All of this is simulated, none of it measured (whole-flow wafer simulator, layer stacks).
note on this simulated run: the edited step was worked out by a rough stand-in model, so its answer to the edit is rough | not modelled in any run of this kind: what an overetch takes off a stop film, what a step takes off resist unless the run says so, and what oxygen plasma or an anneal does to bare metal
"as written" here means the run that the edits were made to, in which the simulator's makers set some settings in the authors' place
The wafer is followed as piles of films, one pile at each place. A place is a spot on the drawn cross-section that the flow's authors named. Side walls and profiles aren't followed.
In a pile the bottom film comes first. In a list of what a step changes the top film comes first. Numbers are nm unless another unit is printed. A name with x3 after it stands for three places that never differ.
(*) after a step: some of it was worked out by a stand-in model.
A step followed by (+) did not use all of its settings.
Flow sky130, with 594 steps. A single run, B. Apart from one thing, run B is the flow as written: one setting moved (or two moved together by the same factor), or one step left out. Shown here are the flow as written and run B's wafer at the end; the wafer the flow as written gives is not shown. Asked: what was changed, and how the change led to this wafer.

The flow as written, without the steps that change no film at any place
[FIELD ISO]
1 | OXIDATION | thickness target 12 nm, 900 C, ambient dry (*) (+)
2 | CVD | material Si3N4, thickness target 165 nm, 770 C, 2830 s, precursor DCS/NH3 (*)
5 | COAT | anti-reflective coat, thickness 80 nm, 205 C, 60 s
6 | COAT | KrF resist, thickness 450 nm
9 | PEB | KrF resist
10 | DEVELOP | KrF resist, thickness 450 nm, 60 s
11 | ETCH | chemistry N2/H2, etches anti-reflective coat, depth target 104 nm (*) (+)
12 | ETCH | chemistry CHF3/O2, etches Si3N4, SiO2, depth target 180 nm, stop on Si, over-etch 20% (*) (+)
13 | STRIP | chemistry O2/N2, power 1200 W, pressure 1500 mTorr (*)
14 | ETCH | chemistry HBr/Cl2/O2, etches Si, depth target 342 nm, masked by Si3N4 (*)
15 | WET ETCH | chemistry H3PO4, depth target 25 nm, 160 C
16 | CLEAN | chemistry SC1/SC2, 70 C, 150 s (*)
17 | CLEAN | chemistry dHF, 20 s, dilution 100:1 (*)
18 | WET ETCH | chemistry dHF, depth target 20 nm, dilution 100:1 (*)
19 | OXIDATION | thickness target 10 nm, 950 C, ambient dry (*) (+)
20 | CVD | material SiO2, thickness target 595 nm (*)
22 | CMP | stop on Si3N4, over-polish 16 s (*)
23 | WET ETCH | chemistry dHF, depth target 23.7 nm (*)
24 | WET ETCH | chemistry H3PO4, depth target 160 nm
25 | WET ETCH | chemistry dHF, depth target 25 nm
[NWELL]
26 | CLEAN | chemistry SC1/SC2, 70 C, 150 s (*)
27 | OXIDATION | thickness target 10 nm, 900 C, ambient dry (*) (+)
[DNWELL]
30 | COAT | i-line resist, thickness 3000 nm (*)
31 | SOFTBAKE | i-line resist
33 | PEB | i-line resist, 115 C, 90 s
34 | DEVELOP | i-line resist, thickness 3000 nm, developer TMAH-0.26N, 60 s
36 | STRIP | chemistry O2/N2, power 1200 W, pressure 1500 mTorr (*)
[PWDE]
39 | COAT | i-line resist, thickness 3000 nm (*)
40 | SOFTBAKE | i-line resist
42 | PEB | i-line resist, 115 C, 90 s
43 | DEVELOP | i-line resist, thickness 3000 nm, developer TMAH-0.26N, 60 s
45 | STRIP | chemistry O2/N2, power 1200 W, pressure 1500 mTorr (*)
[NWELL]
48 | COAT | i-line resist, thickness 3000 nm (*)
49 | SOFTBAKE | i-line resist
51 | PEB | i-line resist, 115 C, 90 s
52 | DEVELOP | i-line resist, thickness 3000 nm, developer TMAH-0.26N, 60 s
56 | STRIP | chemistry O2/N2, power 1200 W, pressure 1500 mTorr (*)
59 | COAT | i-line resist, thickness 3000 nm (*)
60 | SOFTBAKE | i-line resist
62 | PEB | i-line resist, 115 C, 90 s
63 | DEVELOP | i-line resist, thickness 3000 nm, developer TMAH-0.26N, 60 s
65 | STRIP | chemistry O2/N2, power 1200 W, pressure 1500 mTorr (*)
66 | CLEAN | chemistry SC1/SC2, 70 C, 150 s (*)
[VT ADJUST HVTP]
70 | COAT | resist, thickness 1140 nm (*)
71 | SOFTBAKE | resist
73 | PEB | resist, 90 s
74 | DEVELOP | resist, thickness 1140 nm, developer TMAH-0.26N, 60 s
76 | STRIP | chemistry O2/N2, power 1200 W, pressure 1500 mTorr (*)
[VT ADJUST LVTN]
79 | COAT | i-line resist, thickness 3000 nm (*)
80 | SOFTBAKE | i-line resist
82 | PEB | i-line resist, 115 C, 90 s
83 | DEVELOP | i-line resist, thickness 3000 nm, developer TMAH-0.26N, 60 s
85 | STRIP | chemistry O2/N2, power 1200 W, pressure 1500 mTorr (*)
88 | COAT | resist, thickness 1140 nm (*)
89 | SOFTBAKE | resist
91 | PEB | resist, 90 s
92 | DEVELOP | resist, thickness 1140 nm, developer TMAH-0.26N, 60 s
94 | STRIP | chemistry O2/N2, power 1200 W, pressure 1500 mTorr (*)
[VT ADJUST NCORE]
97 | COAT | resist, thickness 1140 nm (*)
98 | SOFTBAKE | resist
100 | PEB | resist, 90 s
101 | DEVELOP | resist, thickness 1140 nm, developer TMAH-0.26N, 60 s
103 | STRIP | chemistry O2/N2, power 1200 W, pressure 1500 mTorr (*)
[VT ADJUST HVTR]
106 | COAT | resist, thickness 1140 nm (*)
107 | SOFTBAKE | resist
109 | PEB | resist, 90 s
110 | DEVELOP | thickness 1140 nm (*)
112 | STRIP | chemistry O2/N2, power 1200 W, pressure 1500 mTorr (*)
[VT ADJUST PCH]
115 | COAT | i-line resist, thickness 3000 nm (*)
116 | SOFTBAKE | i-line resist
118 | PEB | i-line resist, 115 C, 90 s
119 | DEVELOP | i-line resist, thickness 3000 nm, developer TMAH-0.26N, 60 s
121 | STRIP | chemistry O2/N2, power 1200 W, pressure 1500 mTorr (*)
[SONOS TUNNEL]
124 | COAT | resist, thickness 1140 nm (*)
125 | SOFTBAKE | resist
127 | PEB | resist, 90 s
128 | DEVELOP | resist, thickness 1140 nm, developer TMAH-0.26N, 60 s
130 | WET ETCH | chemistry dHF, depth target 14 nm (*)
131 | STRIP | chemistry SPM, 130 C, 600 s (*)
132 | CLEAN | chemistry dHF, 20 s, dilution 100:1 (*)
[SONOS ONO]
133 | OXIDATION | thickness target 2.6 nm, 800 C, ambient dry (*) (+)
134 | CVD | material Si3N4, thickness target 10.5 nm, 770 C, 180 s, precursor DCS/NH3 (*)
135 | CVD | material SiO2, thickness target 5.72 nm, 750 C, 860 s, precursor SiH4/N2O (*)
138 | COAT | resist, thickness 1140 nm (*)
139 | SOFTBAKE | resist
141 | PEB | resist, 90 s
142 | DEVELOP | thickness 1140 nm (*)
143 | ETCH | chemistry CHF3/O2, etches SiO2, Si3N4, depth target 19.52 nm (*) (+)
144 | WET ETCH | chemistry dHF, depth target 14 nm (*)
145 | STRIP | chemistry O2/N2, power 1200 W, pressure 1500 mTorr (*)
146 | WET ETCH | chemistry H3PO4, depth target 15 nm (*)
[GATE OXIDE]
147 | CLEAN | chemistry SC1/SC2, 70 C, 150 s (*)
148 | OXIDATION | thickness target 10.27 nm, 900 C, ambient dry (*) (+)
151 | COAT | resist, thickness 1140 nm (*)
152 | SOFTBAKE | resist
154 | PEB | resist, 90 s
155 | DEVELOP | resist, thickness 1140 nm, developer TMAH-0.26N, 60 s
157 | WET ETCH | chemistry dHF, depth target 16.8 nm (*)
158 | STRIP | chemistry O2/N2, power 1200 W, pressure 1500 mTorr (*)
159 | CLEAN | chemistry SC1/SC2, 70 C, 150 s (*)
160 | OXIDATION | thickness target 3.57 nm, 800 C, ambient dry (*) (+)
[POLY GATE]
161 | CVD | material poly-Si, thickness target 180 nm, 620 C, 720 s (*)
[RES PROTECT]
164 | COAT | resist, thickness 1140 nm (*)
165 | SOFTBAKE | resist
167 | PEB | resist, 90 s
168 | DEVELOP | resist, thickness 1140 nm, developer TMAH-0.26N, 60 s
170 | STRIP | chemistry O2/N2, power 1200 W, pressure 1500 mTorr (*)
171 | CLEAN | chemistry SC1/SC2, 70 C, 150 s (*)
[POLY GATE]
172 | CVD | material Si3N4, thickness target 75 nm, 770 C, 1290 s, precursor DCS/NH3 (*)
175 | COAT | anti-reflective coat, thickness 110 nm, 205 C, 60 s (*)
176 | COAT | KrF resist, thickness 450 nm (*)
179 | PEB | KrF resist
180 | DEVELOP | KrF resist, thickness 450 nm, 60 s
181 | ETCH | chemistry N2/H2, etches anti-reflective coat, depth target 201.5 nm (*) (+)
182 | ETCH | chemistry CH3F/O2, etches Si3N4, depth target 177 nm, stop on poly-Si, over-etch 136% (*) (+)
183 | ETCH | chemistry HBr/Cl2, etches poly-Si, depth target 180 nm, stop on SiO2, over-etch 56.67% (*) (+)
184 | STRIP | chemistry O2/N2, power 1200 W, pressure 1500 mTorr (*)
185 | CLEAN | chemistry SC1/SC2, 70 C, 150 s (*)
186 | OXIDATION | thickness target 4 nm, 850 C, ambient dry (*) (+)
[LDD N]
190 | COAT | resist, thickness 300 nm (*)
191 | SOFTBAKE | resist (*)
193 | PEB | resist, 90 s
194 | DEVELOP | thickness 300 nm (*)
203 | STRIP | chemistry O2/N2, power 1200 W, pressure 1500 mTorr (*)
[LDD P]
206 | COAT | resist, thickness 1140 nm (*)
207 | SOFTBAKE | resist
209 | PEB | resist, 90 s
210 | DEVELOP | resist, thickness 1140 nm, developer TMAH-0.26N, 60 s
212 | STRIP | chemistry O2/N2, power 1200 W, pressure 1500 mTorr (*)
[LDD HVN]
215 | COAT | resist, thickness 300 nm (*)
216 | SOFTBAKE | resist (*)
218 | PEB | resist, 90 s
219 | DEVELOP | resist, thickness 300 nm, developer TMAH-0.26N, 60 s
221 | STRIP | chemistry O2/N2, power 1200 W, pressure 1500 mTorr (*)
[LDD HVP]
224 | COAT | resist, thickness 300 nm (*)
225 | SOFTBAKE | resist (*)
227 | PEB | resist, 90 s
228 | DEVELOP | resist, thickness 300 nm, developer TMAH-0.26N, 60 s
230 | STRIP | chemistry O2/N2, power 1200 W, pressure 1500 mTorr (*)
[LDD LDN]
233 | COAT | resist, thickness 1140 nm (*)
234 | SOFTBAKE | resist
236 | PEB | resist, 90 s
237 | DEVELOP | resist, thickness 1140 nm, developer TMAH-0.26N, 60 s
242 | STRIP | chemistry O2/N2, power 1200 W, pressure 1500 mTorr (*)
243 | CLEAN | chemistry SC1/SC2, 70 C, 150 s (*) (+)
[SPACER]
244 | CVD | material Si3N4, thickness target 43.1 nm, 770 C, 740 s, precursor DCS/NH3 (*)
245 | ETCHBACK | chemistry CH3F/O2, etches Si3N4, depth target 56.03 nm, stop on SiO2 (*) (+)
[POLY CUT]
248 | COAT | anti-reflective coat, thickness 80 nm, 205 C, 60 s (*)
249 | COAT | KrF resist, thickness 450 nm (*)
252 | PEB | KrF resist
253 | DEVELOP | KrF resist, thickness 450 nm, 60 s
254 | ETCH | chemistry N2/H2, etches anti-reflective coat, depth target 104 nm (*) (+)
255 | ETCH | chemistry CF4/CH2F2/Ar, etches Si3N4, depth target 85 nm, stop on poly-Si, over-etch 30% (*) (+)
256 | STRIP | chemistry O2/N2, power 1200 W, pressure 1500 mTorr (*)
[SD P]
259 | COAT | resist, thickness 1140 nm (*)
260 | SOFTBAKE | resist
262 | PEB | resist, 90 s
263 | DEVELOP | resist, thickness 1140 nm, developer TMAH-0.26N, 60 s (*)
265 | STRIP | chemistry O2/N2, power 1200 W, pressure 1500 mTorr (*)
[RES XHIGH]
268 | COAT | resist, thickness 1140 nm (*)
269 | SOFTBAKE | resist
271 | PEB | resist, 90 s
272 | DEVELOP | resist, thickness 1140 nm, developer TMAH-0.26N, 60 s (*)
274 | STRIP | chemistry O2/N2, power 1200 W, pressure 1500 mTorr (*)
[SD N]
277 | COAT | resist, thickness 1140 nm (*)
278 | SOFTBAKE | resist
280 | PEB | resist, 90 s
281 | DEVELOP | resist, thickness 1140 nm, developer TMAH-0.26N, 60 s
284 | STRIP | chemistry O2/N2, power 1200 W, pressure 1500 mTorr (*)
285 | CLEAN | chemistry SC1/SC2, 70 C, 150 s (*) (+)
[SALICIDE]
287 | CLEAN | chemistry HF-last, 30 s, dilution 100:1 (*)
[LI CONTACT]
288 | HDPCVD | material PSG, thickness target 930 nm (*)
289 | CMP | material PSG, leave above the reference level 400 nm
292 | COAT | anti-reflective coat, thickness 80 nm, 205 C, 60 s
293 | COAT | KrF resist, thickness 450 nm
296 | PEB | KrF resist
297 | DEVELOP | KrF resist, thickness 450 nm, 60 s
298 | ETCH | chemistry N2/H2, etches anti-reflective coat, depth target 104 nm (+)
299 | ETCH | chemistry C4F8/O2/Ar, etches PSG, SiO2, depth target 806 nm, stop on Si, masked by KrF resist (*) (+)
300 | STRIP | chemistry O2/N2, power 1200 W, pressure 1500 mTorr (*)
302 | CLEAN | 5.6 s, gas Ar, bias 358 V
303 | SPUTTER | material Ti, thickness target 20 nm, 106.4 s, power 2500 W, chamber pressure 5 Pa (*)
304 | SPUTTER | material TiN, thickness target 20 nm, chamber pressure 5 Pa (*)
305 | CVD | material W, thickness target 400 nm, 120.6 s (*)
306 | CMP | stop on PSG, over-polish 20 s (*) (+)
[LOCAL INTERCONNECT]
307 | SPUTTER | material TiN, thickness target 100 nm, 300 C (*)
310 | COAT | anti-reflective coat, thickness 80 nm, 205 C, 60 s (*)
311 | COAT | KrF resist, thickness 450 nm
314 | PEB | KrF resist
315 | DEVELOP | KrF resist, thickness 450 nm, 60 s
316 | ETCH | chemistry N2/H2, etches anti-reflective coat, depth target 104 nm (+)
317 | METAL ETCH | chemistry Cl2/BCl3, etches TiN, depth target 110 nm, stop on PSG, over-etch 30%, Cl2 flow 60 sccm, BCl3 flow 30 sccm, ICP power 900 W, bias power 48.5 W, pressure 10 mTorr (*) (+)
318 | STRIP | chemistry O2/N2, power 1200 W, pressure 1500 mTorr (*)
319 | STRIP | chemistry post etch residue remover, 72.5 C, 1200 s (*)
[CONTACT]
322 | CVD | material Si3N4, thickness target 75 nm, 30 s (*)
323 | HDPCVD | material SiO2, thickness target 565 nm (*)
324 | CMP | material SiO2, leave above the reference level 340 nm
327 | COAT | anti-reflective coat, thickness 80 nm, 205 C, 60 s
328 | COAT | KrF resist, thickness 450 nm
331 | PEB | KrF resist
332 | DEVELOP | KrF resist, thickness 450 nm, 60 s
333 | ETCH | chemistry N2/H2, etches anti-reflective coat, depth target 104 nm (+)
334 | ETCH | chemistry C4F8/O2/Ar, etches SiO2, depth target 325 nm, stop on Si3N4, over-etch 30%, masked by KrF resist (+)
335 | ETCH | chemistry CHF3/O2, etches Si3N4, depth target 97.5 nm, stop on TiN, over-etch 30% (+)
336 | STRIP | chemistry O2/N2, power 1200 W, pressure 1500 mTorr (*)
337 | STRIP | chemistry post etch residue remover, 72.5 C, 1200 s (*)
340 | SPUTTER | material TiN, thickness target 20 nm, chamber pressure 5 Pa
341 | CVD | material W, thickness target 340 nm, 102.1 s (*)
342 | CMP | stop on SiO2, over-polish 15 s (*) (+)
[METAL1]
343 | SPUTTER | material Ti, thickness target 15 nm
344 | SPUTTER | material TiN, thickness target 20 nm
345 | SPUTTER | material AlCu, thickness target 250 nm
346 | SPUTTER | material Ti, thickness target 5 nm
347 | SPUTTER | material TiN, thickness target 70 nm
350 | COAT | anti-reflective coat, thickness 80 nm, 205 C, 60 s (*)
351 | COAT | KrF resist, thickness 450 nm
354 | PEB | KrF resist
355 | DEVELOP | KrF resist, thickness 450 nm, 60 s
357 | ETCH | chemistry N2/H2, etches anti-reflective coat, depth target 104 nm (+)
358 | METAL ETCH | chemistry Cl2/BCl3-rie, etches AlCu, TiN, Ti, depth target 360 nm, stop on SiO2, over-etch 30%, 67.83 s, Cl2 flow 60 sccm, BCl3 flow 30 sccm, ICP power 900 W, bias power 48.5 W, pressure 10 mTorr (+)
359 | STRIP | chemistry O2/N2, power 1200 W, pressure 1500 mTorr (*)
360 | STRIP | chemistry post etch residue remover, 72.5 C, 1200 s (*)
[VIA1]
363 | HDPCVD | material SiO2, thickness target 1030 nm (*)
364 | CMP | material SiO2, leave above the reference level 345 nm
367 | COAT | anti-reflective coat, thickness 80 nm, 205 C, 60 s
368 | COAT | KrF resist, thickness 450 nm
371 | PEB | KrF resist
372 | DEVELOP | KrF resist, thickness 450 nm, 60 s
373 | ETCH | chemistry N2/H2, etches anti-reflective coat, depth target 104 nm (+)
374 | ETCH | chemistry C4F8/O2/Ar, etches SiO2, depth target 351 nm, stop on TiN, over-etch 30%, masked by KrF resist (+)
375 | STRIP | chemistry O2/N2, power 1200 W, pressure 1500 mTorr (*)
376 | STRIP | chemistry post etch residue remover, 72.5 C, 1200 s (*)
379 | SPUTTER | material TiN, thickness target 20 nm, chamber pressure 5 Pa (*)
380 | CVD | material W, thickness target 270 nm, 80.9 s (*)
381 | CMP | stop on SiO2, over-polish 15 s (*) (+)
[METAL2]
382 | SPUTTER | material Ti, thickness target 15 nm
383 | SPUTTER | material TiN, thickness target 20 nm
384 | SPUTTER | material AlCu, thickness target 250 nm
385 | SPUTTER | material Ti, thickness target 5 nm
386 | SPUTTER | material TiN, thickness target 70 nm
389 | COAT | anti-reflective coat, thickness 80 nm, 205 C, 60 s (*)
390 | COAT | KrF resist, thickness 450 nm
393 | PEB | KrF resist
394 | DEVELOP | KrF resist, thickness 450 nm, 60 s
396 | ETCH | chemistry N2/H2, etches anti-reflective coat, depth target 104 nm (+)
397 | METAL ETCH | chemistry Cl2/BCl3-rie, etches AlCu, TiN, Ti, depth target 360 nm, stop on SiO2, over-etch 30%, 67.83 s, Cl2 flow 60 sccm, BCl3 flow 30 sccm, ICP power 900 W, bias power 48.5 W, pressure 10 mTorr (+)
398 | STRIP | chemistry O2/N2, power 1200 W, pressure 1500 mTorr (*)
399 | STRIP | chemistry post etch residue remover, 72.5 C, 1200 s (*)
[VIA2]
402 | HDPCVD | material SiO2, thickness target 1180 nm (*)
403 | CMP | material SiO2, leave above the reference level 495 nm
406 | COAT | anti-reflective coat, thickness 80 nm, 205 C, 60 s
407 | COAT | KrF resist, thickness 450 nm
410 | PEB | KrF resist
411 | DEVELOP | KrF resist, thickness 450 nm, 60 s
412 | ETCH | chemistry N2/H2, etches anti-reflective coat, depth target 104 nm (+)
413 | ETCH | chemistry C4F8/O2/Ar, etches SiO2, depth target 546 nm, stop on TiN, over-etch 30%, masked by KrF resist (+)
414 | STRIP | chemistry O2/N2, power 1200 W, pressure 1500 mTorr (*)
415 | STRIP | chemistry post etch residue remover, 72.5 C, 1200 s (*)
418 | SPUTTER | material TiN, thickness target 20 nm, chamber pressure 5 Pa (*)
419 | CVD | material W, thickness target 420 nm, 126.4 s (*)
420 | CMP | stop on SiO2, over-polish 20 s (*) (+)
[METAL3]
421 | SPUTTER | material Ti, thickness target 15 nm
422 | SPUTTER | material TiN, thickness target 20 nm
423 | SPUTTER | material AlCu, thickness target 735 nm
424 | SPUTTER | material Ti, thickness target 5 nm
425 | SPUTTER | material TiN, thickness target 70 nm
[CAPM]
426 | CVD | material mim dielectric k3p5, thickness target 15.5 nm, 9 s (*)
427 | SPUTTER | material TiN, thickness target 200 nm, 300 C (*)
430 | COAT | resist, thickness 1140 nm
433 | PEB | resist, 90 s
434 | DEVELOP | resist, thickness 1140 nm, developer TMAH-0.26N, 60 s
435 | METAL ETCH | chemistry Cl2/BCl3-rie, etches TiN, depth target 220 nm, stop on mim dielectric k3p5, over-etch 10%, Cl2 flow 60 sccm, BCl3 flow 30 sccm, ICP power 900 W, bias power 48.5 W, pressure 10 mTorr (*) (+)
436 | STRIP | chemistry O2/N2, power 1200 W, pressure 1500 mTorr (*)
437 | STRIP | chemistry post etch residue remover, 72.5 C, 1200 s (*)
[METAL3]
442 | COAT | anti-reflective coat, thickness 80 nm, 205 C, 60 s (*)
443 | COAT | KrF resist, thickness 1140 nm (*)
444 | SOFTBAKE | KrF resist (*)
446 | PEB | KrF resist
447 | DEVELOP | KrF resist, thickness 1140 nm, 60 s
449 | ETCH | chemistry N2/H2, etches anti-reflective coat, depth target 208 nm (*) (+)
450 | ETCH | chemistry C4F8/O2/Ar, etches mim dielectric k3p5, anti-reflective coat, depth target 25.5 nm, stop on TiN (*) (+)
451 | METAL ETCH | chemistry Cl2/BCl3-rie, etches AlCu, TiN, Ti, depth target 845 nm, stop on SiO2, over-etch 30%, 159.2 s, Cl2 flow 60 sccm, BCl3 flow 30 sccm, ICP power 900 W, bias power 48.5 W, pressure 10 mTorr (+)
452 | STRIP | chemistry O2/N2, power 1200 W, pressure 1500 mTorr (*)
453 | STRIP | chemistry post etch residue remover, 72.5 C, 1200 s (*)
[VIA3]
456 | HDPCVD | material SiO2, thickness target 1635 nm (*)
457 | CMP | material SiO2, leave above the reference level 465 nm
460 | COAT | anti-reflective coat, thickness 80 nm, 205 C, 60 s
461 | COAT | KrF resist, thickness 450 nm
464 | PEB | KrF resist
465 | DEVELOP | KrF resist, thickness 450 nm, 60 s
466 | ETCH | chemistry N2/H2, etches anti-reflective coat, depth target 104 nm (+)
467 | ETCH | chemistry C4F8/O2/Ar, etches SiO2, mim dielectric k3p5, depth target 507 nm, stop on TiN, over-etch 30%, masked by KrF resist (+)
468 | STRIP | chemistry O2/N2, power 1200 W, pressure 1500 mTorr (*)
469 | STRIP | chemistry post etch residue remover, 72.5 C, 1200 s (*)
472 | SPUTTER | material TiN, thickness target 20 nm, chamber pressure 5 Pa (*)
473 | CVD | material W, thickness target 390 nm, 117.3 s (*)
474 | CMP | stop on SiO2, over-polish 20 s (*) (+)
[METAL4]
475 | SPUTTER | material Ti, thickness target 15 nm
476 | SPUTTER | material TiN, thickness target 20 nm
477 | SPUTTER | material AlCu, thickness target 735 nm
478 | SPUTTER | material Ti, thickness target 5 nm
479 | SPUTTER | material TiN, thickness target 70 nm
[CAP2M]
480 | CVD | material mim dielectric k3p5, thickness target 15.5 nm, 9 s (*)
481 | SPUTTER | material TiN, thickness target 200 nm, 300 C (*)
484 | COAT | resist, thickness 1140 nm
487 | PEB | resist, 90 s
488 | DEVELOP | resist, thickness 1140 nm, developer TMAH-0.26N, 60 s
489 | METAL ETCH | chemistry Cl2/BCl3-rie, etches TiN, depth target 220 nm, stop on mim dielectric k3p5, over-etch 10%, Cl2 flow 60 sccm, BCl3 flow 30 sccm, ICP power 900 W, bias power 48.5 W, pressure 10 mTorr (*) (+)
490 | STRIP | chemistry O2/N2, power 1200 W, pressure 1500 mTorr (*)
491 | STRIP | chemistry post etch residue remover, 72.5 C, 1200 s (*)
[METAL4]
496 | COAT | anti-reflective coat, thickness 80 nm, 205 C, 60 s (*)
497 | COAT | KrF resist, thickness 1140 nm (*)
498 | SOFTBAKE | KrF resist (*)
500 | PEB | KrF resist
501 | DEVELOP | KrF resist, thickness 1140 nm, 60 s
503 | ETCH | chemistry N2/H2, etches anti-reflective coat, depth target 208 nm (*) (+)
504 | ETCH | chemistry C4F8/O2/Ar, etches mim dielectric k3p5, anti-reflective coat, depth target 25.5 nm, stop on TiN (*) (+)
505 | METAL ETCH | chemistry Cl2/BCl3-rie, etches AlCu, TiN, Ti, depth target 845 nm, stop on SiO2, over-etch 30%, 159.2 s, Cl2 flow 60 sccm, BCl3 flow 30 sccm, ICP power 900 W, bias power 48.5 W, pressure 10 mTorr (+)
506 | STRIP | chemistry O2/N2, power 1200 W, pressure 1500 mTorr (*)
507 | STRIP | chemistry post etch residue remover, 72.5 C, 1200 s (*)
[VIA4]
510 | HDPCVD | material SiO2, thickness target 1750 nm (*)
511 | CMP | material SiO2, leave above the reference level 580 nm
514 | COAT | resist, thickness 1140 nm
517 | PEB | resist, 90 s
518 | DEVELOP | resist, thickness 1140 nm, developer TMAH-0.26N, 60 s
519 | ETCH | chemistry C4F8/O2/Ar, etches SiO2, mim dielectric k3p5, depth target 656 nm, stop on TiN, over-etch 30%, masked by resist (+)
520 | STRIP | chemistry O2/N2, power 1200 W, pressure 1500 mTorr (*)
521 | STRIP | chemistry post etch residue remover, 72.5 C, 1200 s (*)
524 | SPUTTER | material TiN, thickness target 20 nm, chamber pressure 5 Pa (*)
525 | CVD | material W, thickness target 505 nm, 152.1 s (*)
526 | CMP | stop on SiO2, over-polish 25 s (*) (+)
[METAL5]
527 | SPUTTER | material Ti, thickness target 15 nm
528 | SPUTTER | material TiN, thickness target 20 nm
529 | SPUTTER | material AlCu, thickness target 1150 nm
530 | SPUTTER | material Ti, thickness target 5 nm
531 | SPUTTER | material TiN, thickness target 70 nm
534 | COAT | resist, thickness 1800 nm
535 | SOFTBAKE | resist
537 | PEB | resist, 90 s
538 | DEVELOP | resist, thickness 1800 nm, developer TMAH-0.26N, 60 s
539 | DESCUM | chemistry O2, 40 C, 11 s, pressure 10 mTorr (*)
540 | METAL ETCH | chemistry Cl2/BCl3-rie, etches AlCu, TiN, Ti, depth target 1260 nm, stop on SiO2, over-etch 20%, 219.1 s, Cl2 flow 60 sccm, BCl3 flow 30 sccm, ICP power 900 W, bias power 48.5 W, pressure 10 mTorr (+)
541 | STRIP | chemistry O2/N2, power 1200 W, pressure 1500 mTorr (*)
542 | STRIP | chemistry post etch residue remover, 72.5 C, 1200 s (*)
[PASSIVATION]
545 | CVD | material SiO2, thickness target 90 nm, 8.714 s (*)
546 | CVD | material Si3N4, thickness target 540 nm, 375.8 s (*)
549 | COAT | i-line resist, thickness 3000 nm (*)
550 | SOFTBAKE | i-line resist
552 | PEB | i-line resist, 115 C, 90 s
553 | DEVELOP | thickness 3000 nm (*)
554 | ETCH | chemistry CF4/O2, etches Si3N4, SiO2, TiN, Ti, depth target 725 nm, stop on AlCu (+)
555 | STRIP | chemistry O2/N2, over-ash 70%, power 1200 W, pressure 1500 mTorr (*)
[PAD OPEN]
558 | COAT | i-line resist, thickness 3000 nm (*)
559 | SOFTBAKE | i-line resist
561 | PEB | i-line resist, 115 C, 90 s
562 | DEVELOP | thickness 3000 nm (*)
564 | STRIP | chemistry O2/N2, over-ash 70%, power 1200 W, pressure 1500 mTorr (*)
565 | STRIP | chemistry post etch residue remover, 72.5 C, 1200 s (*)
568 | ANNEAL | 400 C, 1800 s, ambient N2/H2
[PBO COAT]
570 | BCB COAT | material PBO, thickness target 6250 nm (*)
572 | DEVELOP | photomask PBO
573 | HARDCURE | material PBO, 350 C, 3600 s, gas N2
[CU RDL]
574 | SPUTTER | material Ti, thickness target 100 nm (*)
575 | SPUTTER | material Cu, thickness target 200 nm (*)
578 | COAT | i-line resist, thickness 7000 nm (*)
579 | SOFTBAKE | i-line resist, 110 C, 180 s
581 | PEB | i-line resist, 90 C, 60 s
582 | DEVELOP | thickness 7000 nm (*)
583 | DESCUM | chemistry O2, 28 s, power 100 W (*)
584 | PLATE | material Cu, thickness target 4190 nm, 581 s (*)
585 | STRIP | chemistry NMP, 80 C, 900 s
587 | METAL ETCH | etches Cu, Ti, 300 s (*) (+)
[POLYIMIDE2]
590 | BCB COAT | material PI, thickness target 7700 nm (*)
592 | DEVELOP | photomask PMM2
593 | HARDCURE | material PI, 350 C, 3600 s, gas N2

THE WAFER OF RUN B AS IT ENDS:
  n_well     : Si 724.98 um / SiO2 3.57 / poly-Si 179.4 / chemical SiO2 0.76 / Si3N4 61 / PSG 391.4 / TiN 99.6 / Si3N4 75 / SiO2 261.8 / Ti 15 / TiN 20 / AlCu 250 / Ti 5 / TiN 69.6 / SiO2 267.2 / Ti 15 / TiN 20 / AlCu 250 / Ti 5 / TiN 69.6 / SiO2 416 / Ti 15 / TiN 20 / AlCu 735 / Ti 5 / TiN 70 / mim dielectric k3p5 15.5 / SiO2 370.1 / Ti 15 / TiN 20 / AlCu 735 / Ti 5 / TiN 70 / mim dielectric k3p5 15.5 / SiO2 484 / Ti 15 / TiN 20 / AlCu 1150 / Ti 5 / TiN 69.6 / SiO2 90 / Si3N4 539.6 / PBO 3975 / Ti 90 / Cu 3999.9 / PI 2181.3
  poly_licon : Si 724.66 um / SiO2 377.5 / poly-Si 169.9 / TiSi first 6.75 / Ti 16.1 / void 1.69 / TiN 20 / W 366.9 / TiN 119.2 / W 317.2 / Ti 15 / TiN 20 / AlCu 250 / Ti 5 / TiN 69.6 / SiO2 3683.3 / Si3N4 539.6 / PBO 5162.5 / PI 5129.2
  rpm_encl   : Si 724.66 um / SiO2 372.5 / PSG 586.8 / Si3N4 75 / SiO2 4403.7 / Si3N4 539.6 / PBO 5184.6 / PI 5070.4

Cause: step 574, SPUTTER: thickness target 90 nm was run, though the flow has thickness target 100 nm.
The wafer itself shows it: n_well has Ti 90, and step 574 as written asks for 100 nm.

How this came from the change, step by step:
  574 | SPUTTER | material Ti, thickness target 100 nm (*)
      field, active, n_well and 190 more: Ti gains 90 (new film) (as written it would have been: Ti gains 100 (new film))
  587 | METAL ETCH | etches Cu, Ti, 300 s (*) (+)
      field, active, gate and 167 more: Cu loses 200 (all of it), Ti loses 90 (all of it) (as written it would have been: Cu loses 200 (all of it), Ti loses 100 (all of it))
  590 | BCB COAT | material PI, thickness target 7700 nm (*)
      de16_gate_nw: PI gains 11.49 um (new film) (as written it would have been: PI gains 11.5 um (new film))
